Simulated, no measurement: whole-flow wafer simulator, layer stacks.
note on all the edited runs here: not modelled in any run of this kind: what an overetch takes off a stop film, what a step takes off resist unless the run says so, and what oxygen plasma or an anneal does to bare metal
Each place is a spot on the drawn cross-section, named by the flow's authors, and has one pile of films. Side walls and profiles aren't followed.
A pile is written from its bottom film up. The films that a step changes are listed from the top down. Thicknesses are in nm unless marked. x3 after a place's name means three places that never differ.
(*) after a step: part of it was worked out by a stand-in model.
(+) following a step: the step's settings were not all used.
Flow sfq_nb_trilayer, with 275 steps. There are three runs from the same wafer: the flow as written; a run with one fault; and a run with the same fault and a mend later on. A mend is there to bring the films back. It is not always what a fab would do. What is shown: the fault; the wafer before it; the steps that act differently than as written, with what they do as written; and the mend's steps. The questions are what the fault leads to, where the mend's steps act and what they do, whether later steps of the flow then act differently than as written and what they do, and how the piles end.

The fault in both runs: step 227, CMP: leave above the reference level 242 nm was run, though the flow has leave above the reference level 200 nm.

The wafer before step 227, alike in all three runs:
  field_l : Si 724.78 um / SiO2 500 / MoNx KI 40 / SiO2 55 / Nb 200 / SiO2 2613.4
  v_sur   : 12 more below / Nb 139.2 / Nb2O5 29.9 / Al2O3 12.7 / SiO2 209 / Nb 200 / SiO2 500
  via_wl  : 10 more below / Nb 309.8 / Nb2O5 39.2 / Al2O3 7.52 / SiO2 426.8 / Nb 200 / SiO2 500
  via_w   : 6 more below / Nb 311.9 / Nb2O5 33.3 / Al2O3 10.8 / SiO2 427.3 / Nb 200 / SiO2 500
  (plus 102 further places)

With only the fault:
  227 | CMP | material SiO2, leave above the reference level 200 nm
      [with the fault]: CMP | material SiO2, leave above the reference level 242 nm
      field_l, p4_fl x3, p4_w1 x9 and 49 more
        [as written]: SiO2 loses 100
        [with the fault]: SiO2 loses 58
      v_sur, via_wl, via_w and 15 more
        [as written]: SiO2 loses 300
        [with the fault]: SiO2 loses 258
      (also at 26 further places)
  Steps further on in the flow that do not act as written (3 more steps, not shown, differ only slightly: by at most 2% or 0.5 nm, whichever is larger):
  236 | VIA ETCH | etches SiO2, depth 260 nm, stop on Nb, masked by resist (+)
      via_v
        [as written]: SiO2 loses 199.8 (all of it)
        [with the fault]: SiO2 loses 241.8 (all of it)
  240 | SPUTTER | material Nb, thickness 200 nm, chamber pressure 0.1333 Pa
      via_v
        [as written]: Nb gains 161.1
        [with the fault]: Nb gains 151.3
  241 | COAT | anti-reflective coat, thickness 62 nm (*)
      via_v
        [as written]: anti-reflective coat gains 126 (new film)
        [with the fault]: anti-reflective coat gains 135.2 (new film)
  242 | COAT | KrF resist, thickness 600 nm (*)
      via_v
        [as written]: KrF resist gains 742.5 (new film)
        [with the fault]: KrF resist gains 778 (new film)
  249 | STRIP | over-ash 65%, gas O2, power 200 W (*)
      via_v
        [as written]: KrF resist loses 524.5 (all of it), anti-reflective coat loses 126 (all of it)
        [with the fault]: KrF resist loses 560 (all of it), anti-reflective coat loses 135.2 (all of it)
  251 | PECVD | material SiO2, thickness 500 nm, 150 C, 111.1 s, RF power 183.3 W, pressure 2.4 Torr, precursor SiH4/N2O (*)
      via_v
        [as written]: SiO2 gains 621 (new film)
        [with the fault]: SiO2 gains 672.8 (new film)
  By the end, the piles at v_sur, via_wl, via_w and 80 more depart from the flow's by more than 2% or 0.5 nm, whichever is larger.
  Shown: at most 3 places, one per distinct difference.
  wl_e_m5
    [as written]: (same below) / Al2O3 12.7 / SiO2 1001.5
    [with the fault]: (same below) / Al2O3 12.7 / SiO2 1043.5
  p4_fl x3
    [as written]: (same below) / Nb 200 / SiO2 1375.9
    [with the fault]: (same below) / Nb 200 / SiO2 1417.9
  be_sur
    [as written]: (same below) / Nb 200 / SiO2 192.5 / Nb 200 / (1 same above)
    [with the fault]: (same below) / Nb 200 / SiO2 234.5 / Nb 200 / (1 same above)

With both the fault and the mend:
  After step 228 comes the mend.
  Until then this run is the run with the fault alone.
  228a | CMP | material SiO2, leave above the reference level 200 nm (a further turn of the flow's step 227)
      field_l, v_sur, via_wl and 103 more
        SiO2 loses 42
  Later steps of the flow that are run all act as written at every place that is followed.
  At every place that both follow, the piles at the end match the flow's.
